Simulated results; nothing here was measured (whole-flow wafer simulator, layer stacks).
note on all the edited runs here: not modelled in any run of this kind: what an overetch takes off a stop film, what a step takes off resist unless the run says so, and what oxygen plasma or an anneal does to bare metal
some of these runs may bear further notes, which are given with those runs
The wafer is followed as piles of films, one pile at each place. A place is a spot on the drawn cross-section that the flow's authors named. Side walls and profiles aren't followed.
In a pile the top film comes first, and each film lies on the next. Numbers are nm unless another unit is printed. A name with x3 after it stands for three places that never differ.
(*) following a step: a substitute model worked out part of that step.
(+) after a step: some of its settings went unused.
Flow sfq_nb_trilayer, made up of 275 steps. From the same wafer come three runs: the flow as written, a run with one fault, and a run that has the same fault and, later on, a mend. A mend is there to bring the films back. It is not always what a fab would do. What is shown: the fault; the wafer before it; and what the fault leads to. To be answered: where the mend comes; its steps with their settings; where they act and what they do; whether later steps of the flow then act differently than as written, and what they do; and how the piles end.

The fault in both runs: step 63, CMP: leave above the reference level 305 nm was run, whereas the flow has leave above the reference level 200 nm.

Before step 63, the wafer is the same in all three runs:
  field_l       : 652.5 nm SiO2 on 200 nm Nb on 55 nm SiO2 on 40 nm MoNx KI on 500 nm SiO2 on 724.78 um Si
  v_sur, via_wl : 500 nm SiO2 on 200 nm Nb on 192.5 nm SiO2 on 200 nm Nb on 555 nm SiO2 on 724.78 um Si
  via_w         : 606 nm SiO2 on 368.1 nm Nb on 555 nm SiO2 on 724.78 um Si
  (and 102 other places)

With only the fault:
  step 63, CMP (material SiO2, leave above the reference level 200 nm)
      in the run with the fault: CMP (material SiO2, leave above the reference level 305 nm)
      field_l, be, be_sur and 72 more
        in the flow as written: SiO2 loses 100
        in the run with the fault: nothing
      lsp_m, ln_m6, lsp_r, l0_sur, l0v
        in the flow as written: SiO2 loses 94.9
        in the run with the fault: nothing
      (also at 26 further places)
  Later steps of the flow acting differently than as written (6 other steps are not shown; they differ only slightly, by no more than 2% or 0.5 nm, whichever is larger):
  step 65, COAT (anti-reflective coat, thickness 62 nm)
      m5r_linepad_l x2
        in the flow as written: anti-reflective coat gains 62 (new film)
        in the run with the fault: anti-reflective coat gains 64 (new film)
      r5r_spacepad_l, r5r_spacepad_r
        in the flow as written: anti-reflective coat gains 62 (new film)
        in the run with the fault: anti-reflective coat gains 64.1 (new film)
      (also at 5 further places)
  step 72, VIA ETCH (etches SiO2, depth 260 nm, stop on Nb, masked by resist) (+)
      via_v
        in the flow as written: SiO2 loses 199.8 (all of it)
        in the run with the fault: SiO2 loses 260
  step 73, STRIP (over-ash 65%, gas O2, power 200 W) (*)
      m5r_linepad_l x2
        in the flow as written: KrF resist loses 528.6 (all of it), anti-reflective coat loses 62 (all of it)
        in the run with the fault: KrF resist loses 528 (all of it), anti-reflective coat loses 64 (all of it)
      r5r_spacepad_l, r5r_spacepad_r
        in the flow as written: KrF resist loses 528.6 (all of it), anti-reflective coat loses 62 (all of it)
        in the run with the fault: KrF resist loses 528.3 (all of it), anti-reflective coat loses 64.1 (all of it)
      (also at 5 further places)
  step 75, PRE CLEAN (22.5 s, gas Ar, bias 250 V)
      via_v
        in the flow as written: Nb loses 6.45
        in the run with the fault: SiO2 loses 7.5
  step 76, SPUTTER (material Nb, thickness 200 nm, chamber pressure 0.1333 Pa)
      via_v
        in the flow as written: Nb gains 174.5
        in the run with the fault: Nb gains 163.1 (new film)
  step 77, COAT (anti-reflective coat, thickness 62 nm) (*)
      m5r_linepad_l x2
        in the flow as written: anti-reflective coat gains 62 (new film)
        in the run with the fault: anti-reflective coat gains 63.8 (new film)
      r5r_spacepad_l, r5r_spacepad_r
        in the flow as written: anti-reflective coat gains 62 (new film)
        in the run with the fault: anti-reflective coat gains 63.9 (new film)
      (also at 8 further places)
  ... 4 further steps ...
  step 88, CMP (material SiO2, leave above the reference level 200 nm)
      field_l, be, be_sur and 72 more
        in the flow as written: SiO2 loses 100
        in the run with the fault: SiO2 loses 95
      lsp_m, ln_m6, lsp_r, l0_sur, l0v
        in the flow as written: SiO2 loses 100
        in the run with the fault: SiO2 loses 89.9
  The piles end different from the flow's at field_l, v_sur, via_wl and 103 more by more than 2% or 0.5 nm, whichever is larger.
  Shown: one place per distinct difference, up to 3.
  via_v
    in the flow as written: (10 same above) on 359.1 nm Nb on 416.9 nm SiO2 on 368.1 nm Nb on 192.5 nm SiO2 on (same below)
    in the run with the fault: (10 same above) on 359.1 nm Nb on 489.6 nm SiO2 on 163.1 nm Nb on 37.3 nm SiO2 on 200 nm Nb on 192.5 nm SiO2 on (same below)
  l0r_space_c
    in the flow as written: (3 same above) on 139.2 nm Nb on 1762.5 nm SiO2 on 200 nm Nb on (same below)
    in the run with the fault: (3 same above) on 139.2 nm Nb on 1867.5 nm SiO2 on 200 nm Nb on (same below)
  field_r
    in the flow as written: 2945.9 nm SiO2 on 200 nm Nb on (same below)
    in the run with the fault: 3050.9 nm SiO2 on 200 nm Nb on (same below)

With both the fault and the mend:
  After step 64 comes the mend.
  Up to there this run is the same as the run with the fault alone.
  step 64a, CMP (material SiO2, leave above the reference level 200 nm) (a further turn of the flow's step 63)
      field_l, be, be_sur and 72 more
        SiO2 loses 100
      v_sur, via_wl, via_w and 23 more
        SiO2 loses 105
      lsp_m, ln_m6, lsp_r, l0_sur, l0v
        SiO2 loses 94.9
  None of the later steps of the flow acts differently than as written at any place that is followed.
  At every place that both follow, the piles at the end match the flow's.
